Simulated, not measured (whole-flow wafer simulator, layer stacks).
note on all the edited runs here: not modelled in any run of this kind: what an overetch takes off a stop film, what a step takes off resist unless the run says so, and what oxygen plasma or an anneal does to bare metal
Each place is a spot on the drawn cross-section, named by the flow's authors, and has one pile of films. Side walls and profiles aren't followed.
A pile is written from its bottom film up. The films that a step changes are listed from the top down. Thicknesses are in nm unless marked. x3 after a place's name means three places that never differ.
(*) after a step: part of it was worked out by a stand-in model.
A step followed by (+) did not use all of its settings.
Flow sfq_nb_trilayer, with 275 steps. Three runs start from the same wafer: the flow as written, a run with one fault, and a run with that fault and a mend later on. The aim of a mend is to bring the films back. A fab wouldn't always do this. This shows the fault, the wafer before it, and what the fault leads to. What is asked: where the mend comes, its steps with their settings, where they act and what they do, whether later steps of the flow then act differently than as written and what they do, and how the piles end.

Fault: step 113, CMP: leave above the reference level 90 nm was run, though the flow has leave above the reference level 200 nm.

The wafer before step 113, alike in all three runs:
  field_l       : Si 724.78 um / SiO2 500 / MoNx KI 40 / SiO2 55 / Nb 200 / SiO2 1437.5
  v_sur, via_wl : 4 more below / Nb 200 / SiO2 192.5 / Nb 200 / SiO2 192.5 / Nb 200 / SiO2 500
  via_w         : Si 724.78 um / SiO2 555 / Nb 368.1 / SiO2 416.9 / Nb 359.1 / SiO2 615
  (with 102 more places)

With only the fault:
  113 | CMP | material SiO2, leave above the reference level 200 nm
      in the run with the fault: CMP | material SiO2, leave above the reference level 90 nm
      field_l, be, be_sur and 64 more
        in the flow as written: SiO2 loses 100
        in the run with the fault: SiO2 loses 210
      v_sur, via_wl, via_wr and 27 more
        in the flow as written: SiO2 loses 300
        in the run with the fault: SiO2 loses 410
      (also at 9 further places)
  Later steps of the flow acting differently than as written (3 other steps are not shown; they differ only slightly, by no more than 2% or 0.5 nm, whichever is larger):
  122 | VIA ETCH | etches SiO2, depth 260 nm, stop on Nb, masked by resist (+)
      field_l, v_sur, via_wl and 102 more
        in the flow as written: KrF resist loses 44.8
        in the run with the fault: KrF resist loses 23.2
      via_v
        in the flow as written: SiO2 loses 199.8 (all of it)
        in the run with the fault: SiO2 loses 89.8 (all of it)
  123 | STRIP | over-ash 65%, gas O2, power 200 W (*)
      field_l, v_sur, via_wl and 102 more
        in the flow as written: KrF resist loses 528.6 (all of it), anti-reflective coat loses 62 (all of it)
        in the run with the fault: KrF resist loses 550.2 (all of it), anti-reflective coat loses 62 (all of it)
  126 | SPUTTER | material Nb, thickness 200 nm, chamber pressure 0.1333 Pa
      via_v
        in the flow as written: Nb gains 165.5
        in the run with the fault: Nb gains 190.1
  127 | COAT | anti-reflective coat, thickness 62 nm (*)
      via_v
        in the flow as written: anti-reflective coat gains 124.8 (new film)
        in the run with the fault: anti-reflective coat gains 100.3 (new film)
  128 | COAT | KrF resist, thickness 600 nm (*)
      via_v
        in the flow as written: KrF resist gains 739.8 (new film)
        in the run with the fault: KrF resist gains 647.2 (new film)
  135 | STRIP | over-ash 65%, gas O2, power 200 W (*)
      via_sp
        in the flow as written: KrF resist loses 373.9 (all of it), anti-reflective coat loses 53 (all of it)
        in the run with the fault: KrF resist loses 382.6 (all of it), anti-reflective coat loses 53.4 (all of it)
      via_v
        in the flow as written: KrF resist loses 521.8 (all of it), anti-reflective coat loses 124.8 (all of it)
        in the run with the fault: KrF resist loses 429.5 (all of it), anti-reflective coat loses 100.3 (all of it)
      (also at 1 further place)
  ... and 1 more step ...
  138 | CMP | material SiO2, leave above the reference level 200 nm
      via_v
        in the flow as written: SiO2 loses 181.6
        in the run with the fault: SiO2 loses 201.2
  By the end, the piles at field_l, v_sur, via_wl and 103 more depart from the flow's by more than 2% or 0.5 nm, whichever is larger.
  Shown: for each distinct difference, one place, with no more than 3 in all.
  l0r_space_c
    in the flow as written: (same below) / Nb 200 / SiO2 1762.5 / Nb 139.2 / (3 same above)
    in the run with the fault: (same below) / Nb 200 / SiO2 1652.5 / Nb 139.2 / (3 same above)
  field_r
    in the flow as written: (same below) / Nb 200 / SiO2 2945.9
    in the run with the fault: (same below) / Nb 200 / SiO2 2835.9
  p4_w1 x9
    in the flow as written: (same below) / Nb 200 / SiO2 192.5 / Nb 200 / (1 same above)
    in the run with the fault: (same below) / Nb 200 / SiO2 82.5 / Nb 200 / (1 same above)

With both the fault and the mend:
  The mend stands after step 114.
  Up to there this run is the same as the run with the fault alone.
  114a | PECVD | material SiO2, thickness 110 nm, 150 C, 24.44 s, RF power 183.3 W, pressure 2.4 Torr, precursor SiH4/N2O (the flow's step 112, run once more with other settings)
      field_l, v_sur, via_wl and 103 more
        SiO2 gains 110
  Later steps of the flow that are run all act as written at every place that is followed.
  At every place that both follow, the piles at the end match the flow's.
